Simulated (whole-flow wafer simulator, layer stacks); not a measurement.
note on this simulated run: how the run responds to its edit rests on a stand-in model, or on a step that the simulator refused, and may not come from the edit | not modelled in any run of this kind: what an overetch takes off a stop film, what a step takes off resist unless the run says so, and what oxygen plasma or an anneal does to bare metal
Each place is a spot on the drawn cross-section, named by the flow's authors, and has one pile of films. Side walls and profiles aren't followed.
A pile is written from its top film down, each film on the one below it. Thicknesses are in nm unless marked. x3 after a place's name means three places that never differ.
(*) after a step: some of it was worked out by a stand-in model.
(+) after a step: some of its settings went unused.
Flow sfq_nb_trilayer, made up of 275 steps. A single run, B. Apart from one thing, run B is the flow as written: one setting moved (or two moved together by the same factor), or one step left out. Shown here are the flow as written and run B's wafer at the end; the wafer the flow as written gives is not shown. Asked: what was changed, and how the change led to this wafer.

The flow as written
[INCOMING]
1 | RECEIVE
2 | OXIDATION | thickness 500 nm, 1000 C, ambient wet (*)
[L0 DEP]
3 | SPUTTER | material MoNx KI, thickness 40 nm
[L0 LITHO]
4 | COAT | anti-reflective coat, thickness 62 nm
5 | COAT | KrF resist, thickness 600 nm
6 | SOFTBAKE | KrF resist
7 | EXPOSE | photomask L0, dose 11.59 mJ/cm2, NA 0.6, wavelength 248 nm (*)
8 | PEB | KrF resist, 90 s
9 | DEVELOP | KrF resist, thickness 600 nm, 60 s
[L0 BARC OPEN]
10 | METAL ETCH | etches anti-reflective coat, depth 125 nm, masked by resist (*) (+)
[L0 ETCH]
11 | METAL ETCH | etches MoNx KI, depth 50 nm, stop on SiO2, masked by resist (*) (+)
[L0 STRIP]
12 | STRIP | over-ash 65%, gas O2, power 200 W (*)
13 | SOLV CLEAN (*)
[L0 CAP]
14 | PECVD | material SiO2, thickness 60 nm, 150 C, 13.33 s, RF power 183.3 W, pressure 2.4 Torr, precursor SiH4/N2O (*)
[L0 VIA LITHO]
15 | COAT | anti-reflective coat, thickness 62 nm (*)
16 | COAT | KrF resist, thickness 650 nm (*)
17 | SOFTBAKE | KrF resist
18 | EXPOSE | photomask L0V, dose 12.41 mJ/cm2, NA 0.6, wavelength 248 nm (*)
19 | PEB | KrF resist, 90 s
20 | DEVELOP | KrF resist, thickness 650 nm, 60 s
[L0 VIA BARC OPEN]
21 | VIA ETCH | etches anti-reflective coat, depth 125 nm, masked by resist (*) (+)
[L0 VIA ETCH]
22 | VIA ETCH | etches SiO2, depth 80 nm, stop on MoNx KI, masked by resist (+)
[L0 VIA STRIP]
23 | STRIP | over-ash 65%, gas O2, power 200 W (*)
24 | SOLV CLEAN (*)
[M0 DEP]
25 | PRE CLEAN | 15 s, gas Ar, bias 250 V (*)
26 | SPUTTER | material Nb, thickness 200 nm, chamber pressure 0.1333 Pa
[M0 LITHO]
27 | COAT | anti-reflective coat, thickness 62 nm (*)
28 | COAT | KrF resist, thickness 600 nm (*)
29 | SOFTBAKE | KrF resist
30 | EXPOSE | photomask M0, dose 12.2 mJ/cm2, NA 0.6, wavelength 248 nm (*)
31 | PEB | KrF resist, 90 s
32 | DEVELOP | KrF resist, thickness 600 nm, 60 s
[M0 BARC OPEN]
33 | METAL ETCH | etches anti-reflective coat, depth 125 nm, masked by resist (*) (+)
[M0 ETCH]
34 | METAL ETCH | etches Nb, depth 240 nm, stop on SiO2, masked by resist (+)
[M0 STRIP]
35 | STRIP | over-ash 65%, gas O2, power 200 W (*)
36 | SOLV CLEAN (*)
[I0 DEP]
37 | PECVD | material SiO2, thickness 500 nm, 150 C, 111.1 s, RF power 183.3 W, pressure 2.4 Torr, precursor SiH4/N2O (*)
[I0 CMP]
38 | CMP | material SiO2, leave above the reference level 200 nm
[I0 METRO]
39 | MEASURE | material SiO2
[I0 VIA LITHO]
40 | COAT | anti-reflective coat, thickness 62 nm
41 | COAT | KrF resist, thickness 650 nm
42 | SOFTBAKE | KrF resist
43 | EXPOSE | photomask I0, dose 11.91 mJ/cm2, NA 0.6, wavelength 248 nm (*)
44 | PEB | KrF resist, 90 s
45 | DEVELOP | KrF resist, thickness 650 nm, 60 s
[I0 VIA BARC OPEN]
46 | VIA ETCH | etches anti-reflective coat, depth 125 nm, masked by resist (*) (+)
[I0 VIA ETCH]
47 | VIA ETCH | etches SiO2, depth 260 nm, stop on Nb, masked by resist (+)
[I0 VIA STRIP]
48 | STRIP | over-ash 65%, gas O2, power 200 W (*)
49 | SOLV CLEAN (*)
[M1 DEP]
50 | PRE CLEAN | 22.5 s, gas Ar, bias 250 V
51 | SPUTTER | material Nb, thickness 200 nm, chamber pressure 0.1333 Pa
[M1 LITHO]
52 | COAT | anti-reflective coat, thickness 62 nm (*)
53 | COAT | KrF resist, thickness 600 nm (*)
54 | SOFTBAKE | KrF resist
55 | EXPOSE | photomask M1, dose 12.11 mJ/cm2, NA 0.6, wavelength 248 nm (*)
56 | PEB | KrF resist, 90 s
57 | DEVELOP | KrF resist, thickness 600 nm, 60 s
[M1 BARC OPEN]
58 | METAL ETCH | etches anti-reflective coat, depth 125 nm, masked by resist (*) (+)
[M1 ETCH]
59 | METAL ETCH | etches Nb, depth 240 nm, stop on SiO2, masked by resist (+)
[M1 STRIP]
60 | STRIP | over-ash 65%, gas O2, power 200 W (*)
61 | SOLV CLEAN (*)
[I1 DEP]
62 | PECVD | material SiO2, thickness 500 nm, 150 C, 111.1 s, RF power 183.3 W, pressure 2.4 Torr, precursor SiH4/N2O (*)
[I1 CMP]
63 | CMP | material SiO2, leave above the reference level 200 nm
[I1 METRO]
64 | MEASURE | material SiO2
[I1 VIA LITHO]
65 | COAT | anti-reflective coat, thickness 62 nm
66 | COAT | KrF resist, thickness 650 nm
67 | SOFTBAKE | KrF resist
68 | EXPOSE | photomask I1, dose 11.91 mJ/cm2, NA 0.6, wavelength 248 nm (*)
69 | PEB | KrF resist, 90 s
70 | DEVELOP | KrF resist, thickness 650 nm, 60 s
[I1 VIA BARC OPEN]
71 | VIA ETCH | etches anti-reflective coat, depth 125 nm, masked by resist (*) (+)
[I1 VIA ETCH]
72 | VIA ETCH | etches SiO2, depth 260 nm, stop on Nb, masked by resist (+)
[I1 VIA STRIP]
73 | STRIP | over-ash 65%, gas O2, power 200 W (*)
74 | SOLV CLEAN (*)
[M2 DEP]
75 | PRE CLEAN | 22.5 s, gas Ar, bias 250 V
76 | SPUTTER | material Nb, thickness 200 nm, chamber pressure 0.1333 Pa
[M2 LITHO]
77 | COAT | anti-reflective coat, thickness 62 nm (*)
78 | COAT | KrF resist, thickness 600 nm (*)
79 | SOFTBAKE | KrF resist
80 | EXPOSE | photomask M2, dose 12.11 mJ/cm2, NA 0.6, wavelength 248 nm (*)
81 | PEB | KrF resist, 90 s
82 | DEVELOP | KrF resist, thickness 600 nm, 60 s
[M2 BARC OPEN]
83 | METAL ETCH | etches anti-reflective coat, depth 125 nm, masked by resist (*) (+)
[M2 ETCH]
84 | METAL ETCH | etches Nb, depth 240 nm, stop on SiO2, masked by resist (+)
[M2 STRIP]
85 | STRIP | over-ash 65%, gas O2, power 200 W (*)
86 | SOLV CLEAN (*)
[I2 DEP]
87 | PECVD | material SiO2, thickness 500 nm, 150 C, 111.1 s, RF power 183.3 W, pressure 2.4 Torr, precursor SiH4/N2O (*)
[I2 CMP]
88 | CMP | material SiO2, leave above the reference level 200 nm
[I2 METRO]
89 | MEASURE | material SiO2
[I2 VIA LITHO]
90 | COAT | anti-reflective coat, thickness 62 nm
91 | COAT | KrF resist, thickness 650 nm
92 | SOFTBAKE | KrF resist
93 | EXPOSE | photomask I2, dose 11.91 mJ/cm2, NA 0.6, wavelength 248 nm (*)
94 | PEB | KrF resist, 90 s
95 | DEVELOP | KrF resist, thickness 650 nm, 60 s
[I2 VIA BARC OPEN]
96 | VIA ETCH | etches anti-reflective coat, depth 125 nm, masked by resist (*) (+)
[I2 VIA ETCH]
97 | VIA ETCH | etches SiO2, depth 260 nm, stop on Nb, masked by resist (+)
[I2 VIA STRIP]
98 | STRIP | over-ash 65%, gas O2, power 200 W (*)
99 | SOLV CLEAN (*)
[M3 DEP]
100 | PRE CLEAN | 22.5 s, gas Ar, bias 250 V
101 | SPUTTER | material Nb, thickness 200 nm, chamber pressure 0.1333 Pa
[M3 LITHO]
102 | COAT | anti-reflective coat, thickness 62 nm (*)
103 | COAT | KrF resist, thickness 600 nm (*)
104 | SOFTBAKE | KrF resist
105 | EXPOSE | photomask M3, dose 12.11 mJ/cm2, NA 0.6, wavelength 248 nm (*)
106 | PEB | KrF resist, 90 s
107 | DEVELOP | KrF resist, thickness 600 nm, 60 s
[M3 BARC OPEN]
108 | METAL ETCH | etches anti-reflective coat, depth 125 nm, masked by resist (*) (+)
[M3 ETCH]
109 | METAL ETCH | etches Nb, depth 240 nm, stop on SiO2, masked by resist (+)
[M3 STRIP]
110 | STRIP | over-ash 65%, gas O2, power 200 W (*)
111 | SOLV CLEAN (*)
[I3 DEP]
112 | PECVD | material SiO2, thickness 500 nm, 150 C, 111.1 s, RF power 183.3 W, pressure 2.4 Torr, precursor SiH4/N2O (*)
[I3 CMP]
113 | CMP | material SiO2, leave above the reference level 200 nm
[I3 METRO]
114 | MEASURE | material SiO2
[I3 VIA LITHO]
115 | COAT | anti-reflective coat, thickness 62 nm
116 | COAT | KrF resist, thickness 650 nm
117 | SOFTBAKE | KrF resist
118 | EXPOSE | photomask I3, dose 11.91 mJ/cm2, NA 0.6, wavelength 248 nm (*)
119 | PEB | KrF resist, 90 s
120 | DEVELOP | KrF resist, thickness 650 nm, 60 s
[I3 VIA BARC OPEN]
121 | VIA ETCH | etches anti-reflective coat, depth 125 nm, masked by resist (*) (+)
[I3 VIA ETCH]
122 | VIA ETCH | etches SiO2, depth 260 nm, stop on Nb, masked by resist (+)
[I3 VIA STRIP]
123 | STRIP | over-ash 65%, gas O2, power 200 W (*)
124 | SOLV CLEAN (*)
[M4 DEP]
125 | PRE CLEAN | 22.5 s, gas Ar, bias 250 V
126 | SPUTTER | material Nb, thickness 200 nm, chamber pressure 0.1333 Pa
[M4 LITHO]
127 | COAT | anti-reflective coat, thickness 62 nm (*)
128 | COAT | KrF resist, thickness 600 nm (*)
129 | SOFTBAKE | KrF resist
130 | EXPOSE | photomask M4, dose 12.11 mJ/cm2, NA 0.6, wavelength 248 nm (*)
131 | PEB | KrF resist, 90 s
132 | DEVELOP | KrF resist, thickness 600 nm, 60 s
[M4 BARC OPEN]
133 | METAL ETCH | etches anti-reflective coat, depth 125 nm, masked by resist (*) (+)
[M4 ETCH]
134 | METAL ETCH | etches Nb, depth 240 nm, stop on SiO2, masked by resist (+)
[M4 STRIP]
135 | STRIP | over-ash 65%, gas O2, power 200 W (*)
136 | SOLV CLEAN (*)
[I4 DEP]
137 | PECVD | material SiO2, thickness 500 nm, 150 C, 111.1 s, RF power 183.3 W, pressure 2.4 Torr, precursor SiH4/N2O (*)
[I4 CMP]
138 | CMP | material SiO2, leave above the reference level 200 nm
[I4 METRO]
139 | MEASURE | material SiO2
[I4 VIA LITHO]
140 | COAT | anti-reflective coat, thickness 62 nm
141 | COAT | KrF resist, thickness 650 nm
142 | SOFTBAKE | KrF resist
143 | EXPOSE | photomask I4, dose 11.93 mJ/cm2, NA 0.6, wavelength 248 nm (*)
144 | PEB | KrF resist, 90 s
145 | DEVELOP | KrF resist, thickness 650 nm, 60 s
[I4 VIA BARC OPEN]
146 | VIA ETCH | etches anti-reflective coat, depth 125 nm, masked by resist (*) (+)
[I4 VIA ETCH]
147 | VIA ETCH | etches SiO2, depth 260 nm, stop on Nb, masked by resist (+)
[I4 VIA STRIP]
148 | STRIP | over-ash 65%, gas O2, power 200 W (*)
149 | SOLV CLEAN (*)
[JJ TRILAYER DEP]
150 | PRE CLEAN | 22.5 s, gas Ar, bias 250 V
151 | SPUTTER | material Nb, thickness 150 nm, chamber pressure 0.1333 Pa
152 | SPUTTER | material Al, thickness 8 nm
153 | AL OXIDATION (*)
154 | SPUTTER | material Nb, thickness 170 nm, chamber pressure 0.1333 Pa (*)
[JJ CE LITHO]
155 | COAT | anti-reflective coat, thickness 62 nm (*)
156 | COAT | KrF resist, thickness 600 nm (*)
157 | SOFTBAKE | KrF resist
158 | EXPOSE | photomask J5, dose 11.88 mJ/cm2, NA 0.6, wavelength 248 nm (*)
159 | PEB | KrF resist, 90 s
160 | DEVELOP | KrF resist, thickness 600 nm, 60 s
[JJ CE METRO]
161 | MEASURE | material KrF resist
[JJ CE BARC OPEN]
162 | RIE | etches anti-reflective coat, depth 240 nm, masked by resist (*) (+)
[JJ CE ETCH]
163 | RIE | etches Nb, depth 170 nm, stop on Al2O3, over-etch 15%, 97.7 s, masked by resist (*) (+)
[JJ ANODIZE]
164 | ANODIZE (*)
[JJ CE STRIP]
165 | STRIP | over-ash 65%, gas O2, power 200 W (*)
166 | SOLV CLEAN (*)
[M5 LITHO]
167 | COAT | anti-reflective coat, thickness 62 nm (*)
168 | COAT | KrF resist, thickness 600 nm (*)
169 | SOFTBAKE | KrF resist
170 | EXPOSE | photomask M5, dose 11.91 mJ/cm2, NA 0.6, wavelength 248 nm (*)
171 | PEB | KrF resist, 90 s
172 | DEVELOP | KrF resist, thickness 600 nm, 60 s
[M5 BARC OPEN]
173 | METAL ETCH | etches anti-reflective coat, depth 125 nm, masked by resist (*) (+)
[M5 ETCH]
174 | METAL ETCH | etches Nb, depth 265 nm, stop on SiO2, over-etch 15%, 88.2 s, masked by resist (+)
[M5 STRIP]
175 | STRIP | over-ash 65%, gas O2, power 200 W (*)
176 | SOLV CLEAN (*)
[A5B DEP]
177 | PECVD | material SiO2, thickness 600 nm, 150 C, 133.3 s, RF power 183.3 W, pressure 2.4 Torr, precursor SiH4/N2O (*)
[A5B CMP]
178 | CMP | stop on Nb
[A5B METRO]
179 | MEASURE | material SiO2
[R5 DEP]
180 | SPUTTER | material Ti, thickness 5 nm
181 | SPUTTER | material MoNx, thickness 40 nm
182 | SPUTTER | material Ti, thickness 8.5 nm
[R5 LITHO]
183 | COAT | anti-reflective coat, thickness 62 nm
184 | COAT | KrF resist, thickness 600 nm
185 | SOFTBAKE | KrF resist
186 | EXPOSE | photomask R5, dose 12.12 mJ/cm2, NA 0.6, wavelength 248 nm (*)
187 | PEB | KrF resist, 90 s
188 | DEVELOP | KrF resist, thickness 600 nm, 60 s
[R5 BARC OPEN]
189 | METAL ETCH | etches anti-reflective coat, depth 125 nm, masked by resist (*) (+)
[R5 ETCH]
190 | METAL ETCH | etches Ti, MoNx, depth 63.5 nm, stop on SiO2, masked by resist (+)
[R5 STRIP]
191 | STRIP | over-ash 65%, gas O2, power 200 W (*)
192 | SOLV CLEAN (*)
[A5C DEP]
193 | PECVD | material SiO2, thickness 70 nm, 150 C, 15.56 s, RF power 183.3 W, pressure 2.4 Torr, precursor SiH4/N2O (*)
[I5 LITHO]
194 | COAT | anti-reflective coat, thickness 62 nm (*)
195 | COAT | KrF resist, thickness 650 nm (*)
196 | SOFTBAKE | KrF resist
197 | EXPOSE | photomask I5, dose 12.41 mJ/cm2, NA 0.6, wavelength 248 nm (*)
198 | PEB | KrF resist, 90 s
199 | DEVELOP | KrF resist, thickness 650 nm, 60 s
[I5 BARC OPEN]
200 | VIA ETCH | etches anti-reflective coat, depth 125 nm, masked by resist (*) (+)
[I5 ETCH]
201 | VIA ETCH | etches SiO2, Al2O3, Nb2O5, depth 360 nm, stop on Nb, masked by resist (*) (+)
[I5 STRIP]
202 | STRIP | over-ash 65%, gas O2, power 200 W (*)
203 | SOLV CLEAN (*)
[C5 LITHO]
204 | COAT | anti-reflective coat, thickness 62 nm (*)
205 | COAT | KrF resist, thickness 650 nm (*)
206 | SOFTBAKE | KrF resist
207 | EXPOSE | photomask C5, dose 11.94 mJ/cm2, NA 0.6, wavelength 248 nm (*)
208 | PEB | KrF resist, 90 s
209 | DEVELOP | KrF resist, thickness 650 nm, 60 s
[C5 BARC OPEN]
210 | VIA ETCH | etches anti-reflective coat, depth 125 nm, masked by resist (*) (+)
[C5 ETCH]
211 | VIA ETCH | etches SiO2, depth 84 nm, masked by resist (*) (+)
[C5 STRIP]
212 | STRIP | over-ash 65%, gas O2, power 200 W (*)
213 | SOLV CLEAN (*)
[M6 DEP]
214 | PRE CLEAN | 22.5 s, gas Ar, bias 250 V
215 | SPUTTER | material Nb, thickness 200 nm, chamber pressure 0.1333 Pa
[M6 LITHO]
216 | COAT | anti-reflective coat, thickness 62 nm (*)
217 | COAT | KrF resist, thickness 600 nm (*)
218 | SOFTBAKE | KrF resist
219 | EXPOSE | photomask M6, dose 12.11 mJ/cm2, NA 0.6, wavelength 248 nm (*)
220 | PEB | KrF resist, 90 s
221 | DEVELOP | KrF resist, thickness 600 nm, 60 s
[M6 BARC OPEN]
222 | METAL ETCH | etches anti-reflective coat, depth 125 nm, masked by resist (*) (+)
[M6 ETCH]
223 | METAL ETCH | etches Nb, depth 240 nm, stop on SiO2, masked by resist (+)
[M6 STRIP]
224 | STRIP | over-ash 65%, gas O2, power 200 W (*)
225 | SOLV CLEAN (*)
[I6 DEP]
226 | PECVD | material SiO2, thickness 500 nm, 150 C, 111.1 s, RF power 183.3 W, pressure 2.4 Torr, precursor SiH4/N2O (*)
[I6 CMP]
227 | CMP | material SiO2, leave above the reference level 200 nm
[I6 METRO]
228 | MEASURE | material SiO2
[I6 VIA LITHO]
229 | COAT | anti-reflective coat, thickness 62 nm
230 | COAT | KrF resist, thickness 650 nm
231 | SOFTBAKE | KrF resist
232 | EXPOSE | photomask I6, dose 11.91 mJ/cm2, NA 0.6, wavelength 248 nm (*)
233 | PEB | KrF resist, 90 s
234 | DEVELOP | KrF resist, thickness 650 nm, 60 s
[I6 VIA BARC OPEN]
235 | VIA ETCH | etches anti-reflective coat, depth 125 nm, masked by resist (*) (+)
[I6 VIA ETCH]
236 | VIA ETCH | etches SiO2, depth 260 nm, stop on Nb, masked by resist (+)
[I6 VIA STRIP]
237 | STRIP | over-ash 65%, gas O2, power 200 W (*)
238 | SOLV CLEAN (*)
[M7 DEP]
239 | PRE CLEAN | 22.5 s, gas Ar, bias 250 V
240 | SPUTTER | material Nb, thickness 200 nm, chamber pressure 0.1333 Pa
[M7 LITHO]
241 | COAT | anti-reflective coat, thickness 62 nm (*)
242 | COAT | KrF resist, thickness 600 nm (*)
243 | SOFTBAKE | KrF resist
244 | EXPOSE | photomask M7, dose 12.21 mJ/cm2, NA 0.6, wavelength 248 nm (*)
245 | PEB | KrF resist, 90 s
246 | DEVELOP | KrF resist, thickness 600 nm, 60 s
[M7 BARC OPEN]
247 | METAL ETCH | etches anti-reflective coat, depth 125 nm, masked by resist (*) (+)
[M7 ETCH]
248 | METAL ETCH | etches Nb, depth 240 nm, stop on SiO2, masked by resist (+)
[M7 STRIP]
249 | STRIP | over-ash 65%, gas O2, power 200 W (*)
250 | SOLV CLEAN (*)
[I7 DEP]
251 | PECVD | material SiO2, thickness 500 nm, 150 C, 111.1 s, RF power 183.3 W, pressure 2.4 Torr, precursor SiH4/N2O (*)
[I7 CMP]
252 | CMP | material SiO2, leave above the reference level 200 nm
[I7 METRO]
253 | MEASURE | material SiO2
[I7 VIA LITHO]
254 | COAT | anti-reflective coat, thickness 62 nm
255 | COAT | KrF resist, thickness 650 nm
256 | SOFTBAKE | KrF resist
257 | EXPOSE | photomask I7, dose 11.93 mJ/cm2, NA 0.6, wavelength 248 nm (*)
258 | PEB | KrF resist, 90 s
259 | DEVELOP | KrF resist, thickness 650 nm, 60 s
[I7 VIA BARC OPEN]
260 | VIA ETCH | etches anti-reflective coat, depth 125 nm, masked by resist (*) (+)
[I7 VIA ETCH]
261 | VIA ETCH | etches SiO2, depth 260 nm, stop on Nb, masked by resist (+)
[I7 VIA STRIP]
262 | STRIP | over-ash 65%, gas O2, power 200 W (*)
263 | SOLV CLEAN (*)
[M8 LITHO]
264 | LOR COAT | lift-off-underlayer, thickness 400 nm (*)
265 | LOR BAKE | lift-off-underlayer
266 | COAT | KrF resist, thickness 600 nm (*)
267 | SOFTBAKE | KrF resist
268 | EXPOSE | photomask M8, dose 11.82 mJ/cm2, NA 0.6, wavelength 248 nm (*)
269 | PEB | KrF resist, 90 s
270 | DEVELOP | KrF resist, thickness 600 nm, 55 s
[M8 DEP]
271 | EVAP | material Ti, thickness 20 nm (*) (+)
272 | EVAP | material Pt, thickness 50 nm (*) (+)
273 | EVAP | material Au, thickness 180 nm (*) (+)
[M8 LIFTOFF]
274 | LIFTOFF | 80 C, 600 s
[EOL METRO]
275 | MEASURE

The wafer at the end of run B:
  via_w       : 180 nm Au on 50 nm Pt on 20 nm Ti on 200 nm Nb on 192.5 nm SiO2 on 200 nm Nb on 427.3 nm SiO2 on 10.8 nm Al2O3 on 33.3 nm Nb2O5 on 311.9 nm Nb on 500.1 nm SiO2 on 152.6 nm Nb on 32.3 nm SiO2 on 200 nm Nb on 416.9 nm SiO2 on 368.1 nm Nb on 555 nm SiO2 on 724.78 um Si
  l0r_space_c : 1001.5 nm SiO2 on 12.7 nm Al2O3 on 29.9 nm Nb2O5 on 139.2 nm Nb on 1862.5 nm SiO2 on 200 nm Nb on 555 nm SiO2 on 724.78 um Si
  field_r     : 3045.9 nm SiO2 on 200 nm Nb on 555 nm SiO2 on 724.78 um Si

The reason: step 88, CMP: leave above the reference level 300 nm was run, whereas the flow has leave above the reference level 200 nm.

Step by step, how the change led to this:
  88 | CMP | material SiO2, leave above the reference level 200 nm
      field_l, be, be_sur and 81 more: nothing (as written it would have been: -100 SiO2)
      v_sur, via_wl, via_w and 18 more: -200 SiO2 (as written it would have been: -300 SiO2)
      (as well as at 1 more place)
  97 | VIA ETCH | etches SiO2, depth 260 nm, stop on Nb, masked by resist (+)
      via_w: -260 SiO2 (as written it would have been: -199.8 SiO2 (all of it))
  100 | PRE CLEAN | 22.5 s, gas Ar, bias 250 V
      via_w: -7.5 SiO2 (as written it would have been: -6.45 Nb)
  101 | SPUTTER | material Nb, thickness 200 nm, chamber pressure 0.1333 Pa
      via_w: +152.6 Nb (new film) (as written it would have been: +165.5 Nb)
  102 | COAT | anti-reflective coat, thickness 62 nm (*)
      via_wl, via_wr: +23 anti-reflective coat (new film) (as written it would have been: +34.2 anti-reflective coat (new film))
      v_sur: +55.7 anti-reflective coat (new film) (as written it would have been: +61.1 anti-reflective coat (new film))
      (as well as at 2 more places)
  103 | COAT | KrF resist, thickness 600 nm (*)
      via_w: +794 KrF resist (new film) (as written it would have been: +737.9 KrF resist (new film))
  110 | STRIP | over-ash 65%, gas O2, power 200 W (*)
      v_sur: -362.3 KrF resist (all of it), -55.7 anti-reflective coat (all of it) (as written it would have been: -365.3 KrF resist (all of it), -61.1 anti-reflective coat (all of it))
      via_wl: -383.9 KrF resist (all of it), -23 anti-reflective coat (all of it) (as written it would have been: -384.2 KrF resist (all of it), -34.2 anti-reflective coat (all of it))
      (as well as at 3 more places)
  112 | PECVD | material SiO2, thickness 500 nm, 150 C, 111.1 s, RF power 183.3 W, pressure 2.4 Torr, precursor SiH4/N2O (*)
      via_w: +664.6 SiO2 (new film) (as written it would have been: +615 SiO2 (new film))
  113 | CMP | material SiO2, leave above the reference level 200 nm
      via_w: -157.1 SiO2 (as written it would have been: -181.6 SiO2)
With metal films that touch counted as one body, via_w has 6 bodies (between them, from the top down: SiO2 192.5; SiO2 427.3 / Al2O3 10.8 / Nb2O5 33.3; SiO2 500.1; SiO2 32.3; SiO2 416.9); the flow as written gives 5 bodies (between them, from the top down: SiO2 192.5; SiO2 427.3 / Al2O3 10.8 / Nb2O5 33.3; SiO2 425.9; SiO2 416.9).
